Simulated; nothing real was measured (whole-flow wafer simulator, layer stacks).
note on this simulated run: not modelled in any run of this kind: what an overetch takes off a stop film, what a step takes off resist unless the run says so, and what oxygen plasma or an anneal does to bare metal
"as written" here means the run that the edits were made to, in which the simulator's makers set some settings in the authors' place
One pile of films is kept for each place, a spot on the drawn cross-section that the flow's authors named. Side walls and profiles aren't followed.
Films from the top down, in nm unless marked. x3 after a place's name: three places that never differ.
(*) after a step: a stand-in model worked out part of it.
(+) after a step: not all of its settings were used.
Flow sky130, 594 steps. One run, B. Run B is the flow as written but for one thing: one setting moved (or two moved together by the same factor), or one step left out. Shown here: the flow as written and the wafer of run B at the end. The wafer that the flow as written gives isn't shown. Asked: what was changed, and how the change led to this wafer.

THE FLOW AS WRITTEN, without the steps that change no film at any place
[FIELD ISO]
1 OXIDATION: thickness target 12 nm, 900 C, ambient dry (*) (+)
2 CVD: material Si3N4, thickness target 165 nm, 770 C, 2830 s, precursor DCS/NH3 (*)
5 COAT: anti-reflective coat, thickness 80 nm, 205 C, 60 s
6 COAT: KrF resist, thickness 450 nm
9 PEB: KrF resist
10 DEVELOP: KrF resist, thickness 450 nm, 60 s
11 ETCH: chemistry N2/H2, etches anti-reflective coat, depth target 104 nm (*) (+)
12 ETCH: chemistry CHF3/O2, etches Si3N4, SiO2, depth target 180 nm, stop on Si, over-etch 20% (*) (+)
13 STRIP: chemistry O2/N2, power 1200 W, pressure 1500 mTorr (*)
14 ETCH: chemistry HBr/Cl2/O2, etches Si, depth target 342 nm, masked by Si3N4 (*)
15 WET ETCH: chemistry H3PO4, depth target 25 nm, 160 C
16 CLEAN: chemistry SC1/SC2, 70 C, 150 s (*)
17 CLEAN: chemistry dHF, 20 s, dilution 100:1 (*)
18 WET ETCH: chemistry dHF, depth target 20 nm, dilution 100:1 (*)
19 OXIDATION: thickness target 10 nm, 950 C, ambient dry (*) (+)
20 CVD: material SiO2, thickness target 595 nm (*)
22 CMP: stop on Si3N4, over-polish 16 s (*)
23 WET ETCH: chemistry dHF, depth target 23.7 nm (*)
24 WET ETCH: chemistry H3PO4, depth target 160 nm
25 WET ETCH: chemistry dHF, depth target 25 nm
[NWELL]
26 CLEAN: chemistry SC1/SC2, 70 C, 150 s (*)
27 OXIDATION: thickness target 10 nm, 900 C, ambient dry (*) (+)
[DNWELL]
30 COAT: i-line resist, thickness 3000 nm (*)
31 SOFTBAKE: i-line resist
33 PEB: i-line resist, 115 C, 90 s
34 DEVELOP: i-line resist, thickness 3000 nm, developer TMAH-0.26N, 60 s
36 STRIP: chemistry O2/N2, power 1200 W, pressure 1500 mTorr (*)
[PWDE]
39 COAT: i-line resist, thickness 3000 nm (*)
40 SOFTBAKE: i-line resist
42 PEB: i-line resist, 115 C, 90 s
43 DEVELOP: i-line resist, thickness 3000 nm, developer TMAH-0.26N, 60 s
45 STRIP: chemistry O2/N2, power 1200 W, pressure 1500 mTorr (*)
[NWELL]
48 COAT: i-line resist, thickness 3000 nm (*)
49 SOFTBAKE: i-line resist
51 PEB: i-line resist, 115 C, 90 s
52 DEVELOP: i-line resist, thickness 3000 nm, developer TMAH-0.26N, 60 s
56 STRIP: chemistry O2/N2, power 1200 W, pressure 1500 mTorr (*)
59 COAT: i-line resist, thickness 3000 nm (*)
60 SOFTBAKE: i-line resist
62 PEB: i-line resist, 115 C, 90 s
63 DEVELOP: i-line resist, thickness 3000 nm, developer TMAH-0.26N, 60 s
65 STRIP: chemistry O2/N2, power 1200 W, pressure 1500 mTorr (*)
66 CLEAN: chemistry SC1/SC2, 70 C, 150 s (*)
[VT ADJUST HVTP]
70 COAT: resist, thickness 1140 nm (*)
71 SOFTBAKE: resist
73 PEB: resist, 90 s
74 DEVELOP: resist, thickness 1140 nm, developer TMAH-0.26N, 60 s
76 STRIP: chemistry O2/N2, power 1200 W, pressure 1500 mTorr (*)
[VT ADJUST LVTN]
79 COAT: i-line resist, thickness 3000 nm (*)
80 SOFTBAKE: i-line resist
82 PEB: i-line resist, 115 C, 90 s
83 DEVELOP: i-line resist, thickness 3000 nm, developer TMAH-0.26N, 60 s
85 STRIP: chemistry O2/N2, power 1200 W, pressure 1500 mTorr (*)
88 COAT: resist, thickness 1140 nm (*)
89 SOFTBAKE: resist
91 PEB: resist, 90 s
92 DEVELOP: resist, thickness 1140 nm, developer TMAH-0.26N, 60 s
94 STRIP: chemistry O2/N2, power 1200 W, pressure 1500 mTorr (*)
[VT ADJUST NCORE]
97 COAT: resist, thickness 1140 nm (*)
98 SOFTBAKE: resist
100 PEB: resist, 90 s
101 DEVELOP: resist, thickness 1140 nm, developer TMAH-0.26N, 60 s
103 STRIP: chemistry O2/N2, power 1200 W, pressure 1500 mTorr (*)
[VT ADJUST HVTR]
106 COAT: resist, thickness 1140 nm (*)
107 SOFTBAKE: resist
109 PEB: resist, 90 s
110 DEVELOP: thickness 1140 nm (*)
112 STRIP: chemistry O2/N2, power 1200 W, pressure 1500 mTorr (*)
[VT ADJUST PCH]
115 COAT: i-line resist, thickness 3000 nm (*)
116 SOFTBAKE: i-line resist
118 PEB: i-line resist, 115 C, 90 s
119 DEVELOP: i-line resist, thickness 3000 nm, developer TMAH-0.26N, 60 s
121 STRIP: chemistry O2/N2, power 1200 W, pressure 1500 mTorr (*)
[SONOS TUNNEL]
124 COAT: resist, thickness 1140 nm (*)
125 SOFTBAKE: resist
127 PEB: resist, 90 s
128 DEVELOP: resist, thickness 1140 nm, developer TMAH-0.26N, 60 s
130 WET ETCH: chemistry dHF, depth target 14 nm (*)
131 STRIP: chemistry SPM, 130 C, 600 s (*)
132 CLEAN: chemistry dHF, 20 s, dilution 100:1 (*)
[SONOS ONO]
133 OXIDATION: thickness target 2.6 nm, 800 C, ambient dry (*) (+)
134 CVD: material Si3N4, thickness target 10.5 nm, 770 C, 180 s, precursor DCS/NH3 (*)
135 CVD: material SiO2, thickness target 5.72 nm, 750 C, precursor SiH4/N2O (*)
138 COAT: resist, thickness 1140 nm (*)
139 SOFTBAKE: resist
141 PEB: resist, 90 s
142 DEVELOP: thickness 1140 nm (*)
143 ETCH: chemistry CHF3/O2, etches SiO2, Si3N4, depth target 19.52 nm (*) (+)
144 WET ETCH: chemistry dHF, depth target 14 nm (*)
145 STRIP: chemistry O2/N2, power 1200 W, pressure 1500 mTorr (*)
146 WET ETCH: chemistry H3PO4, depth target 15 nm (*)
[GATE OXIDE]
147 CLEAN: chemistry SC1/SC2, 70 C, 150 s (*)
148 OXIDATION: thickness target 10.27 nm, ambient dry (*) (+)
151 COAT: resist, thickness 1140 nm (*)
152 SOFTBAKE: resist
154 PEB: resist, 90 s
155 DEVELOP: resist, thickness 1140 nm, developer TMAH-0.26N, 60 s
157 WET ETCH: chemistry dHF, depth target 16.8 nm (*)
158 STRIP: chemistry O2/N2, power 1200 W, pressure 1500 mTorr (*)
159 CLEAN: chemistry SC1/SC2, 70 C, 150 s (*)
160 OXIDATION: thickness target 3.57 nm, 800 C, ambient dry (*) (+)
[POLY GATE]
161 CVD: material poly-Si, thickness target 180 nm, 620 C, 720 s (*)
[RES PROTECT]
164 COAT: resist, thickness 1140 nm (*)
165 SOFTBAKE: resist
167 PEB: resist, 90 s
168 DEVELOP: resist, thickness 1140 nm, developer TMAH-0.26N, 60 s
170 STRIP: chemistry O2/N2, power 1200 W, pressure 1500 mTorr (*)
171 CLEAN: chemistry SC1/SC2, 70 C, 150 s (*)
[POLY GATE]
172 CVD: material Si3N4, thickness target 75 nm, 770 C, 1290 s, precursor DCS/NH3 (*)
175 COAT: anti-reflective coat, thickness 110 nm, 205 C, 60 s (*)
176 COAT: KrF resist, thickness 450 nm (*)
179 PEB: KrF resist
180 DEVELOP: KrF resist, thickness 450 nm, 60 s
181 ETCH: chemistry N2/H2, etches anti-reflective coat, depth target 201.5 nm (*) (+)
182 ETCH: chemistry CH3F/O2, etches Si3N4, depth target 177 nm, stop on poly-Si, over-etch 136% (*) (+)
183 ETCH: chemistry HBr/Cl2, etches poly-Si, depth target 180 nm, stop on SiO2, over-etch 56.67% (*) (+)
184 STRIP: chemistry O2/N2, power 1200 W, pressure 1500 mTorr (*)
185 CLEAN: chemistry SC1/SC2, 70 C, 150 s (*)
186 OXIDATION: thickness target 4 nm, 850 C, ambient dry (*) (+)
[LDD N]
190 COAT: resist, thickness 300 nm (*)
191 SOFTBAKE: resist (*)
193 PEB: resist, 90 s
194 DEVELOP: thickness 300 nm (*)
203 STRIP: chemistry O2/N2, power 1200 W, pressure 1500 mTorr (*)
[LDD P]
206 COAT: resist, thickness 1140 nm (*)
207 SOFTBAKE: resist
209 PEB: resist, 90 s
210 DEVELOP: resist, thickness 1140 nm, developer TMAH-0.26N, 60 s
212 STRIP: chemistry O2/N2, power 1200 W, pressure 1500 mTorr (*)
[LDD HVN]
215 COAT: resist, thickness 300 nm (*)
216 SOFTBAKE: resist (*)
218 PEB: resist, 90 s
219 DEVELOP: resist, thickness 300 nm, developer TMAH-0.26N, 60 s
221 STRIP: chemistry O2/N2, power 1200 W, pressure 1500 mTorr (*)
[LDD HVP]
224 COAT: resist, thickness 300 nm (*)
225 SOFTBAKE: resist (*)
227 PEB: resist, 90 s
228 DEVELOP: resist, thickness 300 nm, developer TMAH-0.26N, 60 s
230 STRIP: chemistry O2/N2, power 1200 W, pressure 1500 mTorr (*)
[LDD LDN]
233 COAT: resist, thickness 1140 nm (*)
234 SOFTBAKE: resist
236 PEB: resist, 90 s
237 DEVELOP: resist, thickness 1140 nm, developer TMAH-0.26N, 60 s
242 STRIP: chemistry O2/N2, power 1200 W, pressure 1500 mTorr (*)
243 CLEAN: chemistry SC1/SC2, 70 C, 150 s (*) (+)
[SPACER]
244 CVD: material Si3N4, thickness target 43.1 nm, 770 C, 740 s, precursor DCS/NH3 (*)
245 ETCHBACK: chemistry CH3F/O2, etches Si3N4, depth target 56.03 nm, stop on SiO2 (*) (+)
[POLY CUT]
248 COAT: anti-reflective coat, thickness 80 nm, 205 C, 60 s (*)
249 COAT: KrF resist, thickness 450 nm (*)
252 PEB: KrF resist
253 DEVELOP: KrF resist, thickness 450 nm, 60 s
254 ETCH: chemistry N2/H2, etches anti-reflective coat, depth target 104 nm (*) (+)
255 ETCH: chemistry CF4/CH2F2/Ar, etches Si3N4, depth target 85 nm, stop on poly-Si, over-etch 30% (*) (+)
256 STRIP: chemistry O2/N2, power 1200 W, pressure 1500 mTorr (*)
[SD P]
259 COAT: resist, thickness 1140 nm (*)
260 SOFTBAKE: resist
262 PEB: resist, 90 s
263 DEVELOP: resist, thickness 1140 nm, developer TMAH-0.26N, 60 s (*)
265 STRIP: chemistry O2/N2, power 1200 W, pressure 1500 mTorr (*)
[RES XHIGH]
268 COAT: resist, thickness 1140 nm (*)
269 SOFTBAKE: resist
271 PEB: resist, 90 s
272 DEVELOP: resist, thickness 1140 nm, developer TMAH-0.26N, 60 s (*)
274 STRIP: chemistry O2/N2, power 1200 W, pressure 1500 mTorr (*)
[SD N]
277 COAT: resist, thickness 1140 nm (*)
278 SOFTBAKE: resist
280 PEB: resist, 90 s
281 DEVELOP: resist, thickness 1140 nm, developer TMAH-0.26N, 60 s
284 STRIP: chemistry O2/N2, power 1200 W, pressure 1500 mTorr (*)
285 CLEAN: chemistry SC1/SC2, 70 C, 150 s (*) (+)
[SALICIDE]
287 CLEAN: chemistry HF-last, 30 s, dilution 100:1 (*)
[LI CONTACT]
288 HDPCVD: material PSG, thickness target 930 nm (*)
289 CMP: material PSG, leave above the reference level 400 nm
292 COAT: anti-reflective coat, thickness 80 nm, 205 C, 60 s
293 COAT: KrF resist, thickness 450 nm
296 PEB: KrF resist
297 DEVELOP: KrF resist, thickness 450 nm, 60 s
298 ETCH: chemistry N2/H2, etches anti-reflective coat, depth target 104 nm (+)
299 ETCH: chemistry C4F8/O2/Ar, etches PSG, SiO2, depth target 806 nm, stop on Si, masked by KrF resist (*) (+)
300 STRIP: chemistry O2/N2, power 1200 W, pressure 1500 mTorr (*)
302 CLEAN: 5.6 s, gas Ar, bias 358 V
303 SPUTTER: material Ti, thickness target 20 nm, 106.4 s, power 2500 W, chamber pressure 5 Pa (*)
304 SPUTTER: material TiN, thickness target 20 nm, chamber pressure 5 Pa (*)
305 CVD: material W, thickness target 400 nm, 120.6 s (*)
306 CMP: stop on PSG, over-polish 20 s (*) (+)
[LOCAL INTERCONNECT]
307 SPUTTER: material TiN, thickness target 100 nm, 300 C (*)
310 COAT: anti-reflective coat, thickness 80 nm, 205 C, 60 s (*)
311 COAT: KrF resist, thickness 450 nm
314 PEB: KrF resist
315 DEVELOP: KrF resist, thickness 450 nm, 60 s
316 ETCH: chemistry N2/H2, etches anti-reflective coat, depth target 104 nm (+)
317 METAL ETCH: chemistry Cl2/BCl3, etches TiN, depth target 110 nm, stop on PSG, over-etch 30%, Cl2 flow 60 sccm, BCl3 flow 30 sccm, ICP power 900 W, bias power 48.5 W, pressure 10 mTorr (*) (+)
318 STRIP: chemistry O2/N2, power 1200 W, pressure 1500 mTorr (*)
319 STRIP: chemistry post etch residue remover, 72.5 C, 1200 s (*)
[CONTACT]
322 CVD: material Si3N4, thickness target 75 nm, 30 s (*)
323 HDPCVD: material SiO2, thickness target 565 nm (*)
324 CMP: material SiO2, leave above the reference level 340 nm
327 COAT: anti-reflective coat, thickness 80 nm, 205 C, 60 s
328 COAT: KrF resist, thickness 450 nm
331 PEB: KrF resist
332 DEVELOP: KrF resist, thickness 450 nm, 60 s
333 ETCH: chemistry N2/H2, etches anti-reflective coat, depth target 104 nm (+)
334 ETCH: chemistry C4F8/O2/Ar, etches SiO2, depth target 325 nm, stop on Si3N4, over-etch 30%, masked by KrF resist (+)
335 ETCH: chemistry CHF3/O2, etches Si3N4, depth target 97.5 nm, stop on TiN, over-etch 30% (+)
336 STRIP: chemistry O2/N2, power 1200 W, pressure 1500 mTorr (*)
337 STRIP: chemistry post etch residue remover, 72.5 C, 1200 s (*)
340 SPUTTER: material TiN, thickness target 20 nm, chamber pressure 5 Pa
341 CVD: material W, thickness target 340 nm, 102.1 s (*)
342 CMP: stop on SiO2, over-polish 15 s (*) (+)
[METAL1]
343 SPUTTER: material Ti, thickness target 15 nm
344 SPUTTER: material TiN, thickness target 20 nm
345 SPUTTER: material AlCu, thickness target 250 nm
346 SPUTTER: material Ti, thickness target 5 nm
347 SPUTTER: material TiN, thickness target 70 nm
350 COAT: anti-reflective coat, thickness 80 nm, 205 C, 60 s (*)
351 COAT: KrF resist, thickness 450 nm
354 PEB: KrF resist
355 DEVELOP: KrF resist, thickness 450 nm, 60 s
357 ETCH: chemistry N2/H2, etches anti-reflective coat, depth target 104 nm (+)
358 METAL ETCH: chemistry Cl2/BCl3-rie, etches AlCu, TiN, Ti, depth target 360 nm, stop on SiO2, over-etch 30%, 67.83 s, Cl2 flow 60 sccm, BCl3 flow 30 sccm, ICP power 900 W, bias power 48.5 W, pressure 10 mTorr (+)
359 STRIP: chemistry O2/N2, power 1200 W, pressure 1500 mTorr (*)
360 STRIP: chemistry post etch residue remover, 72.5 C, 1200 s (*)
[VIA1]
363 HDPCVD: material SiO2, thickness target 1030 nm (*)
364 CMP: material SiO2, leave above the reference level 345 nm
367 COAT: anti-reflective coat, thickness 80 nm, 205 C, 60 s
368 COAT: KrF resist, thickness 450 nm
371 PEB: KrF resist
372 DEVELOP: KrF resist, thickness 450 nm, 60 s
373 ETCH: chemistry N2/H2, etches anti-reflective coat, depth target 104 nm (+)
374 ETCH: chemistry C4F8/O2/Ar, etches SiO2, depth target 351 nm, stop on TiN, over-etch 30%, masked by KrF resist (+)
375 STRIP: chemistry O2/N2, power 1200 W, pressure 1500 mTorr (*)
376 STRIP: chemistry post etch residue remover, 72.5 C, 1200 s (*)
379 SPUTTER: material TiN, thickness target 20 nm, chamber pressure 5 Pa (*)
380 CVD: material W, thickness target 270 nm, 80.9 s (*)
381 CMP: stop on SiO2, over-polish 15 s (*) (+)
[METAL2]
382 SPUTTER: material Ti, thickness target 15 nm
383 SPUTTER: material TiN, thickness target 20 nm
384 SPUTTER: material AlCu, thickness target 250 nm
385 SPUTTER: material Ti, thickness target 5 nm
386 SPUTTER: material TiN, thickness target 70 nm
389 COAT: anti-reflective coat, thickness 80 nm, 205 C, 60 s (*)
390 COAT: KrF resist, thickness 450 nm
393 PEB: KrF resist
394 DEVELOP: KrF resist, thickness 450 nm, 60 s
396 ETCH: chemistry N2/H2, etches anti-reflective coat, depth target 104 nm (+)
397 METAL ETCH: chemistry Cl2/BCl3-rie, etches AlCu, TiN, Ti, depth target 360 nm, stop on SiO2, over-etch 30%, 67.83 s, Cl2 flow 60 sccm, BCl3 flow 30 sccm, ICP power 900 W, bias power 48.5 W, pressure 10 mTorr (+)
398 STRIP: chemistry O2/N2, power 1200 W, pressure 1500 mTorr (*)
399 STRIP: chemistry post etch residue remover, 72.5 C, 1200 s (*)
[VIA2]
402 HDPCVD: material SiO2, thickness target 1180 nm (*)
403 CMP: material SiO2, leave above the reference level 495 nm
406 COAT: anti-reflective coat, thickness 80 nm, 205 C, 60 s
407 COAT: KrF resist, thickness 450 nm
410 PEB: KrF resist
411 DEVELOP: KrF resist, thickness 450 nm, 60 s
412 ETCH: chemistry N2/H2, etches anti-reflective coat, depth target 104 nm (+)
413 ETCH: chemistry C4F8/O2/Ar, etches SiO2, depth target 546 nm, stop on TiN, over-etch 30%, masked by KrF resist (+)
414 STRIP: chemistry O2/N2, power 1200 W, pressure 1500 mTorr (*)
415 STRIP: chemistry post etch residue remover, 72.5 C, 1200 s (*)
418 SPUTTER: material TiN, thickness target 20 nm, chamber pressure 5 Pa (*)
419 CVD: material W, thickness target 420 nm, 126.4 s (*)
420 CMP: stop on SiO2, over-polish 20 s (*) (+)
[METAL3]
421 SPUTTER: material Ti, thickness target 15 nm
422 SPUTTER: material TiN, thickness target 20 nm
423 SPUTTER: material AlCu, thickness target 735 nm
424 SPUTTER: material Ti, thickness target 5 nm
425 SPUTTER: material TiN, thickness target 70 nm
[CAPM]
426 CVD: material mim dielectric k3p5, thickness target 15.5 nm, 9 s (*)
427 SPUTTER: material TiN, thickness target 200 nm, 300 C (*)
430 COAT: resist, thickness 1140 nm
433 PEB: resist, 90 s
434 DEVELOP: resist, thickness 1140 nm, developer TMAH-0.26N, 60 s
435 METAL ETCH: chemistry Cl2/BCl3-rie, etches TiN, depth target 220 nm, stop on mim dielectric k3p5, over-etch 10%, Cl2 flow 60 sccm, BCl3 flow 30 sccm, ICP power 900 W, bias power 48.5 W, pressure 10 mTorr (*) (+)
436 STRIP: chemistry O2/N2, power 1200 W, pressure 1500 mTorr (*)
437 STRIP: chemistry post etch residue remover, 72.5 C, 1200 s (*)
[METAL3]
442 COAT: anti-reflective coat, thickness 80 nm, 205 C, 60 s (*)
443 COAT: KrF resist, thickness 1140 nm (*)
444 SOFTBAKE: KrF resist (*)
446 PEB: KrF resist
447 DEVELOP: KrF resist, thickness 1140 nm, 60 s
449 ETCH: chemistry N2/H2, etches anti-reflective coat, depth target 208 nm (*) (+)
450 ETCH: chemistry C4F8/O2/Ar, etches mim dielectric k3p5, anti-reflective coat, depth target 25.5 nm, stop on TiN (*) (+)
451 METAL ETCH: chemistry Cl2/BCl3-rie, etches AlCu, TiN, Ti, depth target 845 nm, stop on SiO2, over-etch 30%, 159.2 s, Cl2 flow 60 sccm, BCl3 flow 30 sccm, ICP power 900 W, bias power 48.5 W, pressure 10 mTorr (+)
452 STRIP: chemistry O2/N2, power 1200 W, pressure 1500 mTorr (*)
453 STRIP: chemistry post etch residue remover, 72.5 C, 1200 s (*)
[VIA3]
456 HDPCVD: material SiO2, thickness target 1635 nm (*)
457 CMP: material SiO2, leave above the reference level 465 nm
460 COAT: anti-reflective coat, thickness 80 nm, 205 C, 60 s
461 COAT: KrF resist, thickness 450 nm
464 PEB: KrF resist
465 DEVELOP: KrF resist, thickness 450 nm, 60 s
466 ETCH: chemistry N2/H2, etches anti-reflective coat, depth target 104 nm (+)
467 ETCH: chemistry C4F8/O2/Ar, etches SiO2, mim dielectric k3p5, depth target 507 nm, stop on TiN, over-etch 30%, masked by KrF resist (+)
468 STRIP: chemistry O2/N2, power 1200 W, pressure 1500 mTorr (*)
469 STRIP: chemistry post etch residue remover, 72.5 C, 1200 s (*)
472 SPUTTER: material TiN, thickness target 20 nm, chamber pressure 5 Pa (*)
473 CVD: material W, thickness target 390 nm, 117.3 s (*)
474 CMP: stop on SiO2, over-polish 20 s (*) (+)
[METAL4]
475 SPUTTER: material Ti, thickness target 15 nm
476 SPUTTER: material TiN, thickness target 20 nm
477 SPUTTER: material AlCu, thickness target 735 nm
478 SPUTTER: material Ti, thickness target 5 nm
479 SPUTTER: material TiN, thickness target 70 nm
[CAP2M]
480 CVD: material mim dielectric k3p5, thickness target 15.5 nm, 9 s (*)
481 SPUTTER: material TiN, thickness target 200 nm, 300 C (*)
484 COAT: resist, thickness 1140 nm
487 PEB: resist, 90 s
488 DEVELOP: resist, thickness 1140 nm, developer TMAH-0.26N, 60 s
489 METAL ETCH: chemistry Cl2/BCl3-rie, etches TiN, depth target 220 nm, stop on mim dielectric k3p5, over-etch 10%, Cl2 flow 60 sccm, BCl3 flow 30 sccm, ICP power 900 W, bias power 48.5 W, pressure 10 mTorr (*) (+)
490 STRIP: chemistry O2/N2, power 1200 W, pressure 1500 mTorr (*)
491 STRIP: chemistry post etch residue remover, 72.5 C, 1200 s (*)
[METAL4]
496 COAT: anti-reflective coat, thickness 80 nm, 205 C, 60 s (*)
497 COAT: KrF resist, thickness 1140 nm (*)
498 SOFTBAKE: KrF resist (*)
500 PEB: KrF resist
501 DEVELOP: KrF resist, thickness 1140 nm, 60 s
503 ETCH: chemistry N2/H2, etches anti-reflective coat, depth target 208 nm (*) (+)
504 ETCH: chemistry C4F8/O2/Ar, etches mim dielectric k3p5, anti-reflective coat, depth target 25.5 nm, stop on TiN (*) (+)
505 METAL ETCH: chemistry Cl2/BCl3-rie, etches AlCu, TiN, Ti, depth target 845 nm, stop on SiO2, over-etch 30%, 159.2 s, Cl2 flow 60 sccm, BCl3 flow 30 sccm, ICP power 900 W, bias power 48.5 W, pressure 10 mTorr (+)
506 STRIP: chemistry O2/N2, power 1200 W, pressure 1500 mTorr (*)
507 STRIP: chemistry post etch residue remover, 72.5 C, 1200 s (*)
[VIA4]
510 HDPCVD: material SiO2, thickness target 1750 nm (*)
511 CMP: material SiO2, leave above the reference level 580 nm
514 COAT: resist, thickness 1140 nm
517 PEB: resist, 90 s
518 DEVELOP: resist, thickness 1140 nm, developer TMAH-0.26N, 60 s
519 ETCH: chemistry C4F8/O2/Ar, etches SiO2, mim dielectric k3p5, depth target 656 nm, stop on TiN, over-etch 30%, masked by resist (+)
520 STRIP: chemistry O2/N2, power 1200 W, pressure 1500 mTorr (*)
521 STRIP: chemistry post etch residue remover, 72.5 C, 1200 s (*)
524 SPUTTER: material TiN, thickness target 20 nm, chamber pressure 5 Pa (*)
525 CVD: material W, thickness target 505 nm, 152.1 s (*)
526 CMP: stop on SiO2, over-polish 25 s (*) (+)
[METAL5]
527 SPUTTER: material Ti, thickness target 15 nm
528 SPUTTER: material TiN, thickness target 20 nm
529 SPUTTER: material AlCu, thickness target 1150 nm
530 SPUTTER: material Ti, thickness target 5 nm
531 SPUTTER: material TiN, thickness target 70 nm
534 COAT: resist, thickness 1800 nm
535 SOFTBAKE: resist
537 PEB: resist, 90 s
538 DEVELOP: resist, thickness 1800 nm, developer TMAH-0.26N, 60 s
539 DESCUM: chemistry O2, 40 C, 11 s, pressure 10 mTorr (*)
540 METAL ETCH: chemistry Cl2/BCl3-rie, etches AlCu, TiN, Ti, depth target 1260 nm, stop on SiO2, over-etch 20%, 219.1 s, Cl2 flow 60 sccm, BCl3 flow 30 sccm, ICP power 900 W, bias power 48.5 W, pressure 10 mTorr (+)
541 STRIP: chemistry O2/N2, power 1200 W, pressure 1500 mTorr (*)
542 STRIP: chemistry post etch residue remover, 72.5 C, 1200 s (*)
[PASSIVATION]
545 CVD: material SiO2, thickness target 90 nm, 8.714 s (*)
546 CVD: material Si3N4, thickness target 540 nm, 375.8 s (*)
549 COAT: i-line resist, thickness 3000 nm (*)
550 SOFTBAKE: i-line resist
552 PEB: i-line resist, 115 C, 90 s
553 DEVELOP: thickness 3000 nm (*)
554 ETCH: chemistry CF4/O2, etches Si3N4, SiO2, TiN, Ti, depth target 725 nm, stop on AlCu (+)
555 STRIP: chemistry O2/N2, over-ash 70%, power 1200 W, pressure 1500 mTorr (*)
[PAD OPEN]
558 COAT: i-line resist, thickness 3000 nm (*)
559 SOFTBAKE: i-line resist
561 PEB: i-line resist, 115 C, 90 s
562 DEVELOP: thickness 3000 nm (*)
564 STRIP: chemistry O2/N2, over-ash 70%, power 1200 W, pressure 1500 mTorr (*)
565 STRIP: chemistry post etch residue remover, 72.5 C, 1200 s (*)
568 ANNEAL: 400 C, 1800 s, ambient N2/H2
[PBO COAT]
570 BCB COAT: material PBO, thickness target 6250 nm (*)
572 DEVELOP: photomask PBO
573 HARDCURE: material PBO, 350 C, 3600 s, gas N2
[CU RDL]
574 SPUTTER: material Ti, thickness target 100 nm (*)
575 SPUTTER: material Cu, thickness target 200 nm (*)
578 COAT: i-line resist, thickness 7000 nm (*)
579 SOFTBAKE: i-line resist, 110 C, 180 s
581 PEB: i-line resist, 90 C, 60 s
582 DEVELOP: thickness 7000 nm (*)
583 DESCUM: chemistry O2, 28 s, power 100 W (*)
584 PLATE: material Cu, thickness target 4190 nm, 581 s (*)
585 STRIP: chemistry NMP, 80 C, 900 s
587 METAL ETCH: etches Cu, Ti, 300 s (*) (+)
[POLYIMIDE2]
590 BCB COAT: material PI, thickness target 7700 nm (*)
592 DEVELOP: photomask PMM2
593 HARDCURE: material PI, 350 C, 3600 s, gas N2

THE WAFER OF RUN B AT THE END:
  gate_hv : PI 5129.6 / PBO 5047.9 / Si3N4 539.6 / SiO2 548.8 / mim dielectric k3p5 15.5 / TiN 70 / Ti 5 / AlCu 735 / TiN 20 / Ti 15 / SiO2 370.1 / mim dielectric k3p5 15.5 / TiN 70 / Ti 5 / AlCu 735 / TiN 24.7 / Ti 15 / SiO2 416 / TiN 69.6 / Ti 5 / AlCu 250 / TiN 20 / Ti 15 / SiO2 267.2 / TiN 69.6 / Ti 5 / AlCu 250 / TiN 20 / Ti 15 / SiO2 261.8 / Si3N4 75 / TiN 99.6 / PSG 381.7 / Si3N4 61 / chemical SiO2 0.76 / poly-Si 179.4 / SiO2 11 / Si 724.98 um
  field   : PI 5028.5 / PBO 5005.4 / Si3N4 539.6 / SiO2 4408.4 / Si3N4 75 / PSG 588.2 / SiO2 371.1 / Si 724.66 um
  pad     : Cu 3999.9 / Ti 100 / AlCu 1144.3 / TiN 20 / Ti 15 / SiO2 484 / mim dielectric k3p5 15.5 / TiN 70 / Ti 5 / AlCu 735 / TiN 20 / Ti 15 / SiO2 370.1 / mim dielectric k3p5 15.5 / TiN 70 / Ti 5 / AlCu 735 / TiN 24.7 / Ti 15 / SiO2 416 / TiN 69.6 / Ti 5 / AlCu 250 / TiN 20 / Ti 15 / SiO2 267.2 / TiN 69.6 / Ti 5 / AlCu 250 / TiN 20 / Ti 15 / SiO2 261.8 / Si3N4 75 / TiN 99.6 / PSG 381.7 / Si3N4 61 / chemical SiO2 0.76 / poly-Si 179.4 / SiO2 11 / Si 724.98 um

The cause: step 422, SPUTTER: thickness target 24.7 nm was run, where the flow has thickness target 20 nm.
It can be read off the wafer: gate_hv has TiN 24.7, and step 422 as written asks for 20 nm.

How the change led to this, step by step:
  422 SPUTTER: material TiN, thickness target 20 nm
      field, active, n_well and 188 more: TiN +24.7 (new film) (as written it would be: TiN +20 (new film))
  451 METAL ETCH: chemistry Cl2/BCl3-rie, etches AlCu, TiN, Ti, depth target 845 nm, stop on SiO2, over-etch 30%, 159.2 s, Cl2 flow 60 sccm, BCl3 flow 30 sccm, ICP power 900 W, bias power 48.5 W, pressure 10 mTorr (+)
      field, active, gate and 69 more: TiN -70 (all of it), Ti -5 (all of it), AlCu -735 (all of it), TiN -24.7 (all of it), Ti -15 (all of it), SiO2 -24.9 (as written it would be: TiN -70 (all of it), Ti -5 (all of it), AlCu -735 (all of it), TiN -20 (all of it), Ti -15 (all of it), SiO2 -25.4)
      vpp_ln, vpp_iso2, ndiff_ln and 10 more: TiN -70 (all of it), Ti -5 (all of it), AlCu -735 (all of it), TiN -24.7 (all of it), Ti -15 (all of it), SiO2 -24.9 (as written it would be: TiN -70 (all of it), Ti -5 (all of it), AlCu -735 (all of it), TiN -20 (all of it), Ti -15 (all of it), SiO2 -25.3)
